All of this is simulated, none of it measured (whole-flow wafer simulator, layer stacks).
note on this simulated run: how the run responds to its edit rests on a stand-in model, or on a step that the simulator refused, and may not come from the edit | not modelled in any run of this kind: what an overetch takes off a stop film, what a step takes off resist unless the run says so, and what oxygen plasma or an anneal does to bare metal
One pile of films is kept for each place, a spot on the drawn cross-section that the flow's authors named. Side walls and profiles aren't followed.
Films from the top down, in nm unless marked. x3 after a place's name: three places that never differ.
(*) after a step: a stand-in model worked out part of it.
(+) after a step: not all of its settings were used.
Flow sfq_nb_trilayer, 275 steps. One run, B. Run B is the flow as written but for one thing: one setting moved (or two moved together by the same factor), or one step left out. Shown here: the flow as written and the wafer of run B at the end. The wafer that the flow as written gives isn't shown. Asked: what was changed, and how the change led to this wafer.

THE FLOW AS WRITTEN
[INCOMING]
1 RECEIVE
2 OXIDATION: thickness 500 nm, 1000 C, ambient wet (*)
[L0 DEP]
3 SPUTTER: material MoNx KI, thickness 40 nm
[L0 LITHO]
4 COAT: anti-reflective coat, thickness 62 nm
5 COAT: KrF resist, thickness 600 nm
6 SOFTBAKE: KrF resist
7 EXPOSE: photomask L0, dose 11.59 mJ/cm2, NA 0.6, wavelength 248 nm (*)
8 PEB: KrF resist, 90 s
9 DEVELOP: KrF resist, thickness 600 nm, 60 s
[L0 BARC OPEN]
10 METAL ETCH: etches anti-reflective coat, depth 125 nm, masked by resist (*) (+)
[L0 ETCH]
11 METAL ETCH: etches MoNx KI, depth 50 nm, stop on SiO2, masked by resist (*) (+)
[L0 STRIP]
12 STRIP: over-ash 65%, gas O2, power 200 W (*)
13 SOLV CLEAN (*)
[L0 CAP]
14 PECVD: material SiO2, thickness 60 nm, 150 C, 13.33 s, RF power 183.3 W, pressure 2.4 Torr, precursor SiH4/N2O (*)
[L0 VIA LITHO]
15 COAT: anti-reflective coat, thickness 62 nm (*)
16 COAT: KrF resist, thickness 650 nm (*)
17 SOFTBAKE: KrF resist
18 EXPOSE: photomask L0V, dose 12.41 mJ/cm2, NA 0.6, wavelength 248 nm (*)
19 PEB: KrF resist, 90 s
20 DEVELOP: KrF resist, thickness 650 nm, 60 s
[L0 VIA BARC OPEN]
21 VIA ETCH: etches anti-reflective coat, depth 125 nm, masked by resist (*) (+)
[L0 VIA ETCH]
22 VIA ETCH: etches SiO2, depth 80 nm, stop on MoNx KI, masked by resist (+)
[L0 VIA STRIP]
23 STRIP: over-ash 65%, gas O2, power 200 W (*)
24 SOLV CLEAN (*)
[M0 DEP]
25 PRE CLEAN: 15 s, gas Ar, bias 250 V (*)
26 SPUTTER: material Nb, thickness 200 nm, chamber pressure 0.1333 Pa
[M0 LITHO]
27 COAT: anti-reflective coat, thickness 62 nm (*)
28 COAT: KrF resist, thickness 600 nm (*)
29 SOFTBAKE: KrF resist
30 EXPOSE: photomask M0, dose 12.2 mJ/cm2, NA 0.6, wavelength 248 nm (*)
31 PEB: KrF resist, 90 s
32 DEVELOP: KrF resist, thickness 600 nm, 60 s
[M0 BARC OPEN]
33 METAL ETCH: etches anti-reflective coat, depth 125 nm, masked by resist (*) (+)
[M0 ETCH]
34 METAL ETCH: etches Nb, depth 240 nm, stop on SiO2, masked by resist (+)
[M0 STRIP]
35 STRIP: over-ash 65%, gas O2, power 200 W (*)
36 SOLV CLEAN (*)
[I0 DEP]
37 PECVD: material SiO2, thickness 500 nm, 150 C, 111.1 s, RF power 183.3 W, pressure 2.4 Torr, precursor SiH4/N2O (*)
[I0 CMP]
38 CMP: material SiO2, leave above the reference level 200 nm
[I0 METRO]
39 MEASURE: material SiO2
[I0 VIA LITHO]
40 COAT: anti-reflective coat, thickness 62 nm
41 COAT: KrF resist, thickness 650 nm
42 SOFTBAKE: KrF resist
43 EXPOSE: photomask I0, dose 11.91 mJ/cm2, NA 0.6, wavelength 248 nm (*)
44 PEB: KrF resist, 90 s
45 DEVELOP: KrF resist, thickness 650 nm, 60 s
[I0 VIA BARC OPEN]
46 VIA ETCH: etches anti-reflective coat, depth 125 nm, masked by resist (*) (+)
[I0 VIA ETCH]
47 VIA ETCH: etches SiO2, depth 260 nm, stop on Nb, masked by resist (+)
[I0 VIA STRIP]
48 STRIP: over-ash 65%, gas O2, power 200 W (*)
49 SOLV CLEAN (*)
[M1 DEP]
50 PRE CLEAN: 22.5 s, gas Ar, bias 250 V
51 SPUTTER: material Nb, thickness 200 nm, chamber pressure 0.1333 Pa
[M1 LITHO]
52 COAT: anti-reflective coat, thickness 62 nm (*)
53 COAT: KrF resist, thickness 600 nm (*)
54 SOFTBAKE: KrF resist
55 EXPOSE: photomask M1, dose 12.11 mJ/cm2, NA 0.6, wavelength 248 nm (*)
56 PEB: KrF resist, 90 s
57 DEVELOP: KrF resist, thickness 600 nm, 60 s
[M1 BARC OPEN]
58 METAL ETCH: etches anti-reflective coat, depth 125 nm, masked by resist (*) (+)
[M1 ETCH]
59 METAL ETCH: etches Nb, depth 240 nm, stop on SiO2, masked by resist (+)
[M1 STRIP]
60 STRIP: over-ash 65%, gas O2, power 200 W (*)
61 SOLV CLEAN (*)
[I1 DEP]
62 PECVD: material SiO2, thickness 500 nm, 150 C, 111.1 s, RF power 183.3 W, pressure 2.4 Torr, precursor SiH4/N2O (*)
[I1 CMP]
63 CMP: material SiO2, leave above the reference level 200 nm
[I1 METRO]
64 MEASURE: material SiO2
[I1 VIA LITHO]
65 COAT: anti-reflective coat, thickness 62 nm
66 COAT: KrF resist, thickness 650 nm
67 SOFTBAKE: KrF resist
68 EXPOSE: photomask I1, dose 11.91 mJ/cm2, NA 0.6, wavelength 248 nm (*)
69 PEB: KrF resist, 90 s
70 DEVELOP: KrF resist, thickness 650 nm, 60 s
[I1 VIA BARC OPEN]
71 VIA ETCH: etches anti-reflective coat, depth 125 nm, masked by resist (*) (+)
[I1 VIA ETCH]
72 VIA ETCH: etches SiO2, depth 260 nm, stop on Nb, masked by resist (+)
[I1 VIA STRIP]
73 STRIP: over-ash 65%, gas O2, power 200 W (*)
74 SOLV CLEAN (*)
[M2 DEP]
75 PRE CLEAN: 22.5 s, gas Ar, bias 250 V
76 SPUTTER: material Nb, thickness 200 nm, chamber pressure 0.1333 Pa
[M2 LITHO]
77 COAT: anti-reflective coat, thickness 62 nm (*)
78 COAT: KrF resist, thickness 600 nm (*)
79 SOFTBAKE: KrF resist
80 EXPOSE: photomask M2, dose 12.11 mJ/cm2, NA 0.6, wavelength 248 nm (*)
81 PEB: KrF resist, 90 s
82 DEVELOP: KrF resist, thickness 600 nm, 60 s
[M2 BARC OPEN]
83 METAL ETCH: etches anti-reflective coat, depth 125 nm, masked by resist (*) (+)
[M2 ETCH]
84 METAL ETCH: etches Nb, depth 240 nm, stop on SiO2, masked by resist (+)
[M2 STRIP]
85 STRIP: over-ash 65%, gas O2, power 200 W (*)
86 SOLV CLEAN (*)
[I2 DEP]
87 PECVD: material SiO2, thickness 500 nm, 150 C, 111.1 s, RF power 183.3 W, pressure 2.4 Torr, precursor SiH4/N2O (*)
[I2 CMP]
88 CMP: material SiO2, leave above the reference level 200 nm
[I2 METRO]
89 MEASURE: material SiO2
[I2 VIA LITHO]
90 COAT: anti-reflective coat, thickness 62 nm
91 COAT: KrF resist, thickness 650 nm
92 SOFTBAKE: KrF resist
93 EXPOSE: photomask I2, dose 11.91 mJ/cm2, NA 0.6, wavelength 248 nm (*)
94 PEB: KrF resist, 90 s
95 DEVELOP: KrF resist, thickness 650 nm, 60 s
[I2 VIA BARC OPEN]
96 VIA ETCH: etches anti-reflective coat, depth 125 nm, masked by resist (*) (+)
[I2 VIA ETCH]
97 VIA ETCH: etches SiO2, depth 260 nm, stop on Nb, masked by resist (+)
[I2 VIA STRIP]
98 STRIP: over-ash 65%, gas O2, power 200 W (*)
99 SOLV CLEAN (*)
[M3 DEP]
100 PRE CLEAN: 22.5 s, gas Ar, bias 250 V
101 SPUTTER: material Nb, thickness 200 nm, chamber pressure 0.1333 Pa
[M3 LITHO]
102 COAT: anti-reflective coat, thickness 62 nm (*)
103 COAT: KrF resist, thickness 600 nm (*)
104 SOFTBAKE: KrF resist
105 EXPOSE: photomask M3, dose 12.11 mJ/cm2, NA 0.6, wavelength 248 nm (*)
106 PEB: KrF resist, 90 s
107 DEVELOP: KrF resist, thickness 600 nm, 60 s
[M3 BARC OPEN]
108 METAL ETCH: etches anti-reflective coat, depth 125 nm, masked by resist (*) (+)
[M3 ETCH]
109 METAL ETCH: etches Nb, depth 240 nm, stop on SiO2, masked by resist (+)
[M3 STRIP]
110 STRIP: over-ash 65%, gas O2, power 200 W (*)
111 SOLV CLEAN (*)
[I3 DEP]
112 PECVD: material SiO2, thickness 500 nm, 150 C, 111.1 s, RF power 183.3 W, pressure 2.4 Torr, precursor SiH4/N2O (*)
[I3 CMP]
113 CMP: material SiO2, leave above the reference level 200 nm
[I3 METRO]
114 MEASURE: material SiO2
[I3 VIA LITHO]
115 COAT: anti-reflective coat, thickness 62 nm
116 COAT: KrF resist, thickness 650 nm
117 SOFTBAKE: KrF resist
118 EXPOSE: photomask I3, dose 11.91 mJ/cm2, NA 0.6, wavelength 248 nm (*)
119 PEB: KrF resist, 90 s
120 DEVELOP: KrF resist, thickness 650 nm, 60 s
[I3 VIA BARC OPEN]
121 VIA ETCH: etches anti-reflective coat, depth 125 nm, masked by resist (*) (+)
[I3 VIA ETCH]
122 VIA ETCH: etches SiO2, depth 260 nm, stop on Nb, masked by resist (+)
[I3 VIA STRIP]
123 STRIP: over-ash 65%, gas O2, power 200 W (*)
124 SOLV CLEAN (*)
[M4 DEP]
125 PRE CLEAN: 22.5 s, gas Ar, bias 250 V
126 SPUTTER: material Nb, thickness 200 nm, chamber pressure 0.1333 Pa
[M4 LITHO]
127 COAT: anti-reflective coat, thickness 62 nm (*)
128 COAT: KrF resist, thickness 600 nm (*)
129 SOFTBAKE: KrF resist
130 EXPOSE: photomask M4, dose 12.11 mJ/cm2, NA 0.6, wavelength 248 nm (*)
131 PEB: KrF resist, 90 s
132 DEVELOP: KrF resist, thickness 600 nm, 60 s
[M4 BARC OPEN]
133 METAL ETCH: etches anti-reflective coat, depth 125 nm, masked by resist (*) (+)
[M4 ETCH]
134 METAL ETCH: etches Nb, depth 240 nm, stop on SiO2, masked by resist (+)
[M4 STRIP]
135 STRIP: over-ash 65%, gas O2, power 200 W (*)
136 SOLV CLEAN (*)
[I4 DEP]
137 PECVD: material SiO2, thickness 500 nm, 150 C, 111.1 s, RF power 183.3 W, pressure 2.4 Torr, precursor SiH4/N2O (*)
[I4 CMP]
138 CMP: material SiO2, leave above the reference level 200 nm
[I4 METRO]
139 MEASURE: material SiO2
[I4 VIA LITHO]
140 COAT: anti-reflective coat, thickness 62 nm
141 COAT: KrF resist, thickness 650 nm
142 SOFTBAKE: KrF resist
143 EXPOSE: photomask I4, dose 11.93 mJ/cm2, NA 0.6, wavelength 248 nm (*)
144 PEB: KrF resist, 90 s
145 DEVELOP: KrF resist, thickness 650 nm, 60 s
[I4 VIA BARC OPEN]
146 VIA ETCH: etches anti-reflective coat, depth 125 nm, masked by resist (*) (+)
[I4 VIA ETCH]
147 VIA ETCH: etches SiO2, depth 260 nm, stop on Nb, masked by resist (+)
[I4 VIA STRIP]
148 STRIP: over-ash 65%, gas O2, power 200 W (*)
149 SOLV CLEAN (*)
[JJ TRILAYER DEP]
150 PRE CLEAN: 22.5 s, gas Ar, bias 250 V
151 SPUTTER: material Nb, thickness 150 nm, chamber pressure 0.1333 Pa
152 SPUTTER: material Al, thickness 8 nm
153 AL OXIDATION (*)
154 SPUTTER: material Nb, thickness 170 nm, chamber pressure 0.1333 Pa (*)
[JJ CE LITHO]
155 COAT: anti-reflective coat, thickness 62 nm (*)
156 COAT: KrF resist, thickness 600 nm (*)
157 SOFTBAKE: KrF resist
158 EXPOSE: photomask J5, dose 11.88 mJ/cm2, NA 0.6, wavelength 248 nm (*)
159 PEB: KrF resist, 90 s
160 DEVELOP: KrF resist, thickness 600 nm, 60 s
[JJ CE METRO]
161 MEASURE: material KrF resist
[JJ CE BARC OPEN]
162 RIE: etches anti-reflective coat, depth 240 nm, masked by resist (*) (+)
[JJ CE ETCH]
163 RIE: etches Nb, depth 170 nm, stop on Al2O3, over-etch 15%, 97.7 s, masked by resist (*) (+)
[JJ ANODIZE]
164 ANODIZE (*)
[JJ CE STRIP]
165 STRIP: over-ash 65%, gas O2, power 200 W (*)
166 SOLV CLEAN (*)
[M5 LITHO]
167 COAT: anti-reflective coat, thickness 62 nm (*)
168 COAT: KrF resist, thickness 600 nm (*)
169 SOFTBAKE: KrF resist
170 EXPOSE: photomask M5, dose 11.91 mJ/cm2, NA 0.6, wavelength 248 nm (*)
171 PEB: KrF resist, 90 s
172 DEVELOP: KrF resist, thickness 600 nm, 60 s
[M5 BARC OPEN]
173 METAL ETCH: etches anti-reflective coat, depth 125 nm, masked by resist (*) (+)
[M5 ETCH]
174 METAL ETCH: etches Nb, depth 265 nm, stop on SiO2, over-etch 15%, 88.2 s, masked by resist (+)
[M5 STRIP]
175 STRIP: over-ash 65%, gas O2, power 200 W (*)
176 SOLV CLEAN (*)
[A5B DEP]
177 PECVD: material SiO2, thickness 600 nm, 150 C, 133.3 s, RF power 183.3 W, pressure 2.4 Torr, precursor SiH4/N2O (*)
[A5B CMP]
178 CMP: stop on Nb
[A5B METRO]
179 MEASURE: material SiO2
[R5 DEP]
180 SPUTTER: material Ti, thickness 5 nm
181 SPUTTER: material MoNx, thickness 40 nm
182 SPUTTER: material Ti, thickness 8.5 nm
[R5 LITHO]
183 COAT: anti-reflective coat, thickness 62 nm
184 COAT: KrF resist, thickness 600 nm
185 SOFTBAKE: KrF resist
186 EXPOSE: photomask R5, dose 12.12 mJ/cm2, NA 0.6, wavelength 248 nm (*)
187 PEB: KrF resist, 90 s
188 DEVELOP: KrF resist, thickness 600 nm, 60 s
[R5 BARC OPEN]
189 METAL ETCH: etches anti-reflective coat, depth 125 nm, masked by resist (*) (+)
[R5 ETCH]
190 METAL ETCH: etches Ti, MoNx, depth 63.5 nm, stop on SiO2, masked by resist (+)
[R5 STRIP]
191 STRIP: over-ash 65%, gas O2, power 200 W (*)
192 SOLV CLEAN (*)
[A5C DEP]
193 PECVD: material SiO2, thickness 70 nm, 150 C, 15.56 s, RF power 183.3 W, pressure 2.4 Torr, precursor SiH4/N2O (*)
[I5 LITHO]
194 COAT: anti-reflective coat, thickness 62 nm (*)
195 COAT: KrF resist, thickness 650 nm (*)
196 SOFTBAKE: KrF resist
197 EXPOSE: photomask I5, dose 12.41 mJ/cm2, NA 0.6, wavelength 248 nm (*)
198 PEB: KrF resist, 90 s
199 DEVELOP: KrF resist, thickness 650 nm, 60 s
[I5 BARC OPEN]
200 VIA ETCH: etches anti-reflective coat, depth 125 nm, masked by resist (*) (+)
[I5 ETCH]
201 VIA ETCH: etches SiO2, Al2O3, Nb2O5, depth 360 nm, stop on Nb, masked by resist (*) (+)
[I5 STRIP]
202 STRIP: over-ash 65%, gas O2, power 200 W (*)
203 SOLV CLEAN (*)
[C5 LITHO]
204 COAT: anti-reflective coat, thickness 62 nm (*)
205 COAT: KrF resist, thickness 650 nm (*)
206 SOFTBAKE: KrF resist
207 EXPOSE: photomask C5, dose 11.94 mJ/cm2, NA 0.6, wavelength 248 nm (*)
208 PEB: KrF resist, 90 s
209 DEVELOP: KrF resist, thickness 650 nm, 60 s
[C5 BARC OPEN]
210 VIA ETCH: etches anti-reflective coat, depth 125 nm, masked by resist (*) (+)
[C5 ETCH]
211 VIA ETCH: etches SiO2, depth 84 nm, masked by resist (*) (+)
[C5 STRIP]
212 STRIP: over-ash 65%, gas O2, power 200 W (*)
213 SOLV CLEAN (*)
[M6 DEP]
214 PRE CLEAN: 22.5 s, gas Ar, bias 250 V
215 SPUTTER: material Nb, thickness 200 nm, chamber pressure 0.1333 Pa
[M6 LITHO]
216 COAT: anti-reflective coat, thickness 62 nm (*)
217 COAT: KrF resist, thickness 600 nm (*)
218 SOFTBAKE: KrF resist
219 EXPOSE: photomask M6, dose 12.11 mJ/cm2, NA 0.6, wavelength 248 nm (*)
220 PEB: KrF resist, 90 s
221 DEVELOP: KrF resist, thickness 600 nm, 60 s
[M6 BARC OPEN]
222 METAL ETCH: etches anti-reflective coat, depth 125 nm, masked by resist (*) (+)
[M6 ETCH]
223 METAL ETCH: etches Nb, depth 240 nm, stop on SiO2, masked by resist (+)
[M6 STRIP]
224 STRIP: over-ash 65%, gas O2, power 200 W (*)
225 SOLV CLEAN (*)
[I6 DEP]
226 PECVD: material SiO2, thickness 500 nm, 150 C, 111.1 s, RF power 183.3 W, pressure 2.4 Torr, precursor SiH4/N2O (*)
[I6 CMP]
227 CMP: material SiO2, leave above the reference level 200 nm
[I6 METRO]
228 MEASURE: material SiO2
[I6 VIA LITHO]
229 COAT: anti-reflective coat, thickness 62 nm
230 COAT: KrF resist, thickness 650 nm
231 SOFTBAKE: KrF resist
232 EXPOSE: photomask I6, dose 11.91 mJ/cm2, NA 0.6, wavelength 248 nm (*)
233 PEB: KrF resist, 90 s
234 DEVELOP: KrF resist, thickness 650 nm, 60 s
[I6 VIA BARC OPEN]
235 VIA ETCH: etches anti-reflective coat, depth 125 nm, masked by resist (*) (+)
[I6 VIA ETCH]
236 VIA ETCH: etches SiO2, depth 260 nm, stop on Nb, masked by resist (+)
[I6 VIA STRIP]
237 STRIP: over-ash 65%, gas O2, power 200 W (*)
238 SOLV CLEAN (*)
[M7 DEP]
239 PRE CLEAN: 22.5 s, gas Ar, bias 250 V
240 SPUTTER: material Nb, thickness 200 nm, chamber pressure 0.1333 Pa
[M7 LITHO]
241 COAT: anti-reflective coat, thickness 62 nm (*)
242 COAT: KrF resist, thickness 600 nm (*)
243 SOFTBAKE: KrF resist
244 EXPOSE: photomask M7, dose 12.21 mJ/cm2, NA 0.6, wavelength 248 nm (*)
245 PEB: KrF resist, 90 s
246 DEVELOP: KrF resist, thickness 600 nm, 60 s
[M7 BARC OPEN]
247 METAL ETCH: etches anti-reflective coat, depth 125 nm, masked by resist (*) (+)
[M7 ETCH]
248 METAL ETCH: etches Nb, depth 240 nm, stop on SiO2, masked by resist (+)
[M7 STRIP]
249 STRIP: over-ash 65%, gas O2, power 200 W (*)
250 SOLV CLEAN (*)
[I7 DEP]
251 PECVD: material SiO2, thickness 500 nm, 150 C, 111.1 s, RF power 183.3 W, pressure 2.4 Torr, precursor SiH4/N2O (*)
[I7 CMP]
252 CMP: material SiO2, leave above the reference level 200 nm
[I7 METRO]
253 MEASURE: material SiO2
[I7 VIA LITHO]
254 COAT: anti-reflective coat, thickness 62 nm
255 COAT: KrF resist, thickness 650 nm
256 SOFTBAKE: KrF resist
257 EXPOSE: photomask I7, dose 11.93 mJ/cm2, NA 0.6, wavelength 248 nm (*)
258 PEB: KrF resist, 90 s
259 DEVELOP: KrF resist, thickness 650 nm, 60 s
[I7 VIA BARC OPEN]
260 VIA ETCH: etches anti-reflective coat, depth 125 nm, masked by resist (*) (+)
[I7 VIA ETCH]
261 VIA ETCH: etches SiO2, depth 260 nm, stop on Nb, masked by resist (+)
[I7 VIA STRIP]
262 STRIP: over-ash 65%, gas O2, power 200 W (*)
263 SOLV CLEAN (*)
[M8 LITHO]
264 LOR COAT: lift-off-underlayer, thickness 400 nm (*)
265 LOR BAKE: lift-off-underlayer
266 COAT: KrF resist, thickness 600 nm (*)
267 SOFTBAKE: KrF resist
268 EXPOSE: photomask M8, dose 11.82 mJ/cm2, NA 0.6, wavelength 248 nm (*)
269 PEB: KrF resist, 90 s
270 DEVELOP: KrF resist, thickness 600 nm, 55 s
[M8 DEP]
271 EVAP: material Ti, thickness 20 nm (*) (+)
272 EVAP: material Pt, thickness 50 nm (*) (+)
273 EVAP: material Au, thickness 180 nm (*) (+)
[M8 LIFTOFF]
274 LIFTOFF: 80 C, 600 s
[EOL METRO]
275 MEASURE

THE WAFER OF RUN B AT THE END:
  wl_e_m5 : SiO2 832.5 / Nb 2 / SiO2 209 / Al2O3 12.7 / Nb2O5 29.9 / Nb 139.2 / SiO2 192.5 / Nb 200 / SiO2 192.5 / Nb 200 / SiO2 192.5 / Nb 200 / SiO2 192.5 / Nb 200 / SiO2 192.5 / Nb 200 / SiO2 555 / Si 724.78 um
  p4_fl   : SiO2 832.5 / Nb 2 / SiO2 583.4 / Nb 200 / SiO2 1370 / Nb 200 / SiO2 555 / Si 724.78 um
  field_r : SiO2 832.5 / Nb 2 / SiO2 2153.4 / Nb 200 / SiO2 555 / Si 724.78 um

The cause: step 215, SPUTTER: thickness 242 nm was run, where the flow has thickness 200 nm.

How the change led to this, step by step:
  215 SPUTTER: material Nb, thickness 200 nm, chamber pressure 0.1333 Pa
      field_l, v_sur, via_wl and 100 more: Nb +242 (new film) (as written it would be: Nb +200 (new film))
      be: Nb +177.8 (as written it would be: Nb +147.3)
      (and at 2 more places)
  216 COAT: anti-reflective coat, thickness 62 nm (*)
      be: anti-reflective coat +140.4 (new film) (as written it would be: anti-reflective coat +136.7 (new film))
  223 METAL ETCH: etches Nb, depth 240 nm, stop on SiO2, masked by resist (+)
      field_l, gap, moat and 76 more: Nb -240 (as written it would be: Nb -200 (all of it))
  224 STRIP: over-ash 65%, gas O2, power 200 W (*)
      be: KrF resist -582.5 (all of it), anti-reflective coat -140.4 (all of it) (as written it would be: KrF resist -575.8 (all of it), anti-reflective coat -136.7 (all of it))
  226 PECVD: material SiO2, thickness 500 nm, 150 C, 111.1 s, RF power 183.3 W, pressure 2.4 Torr, precursor SiH4/N2O (*)
      field_l, p4_fl, p4_fm and 62 more: SiO2 +500 (new film) (as written it would be: SiO2 +500)
      moat, field_r, lsp_l, ln_m5, lsp_m: SiO2 +492.3 (new film) (as written it would be: SiO2 +493.6)
      (and at 10 more places)
  227 CMP: material SiO2, leave above the reference level 200 nm
      field_l, p4_fl, p4_fm and 59 more: SiO2 -60 (as written it would be: SiO2 -100)
      moat, field_r, lsp_l, ln_m5, lsp_m: SiO2 -52.3 (as written it would be: SiO2 -93.6)
      (and at 9 more places)
Counting metal films that touch as one body, wl_e_m5 has 7 bodies (between them, from the top down: SiO2 209 / Al2O3 12.7 / Nb2O5 29.9; SiO2 192.5; SiO2 192.5; SiO2 192.5; SiO2 192.5; SiO2 192.5); the flow as written gives 6 bodies (between them, from the top down: SiO2 192.5; SiO2 192.5; SiO2 192.5; SiO2 192.5; SiO2 192.5).
Counting metal films that touch as one body, p4_fl has 3 bodies (between them, from the top down: SiO2 583.4; SiO2 1370); the flow as written gives 2 bodies (between them, from the top down: SiO2 1370).
Counting metal films that touch as one body, field_r has 2 bodies (between them, from the top down: SiO2 2153.4); the flow as written gives 1 body.
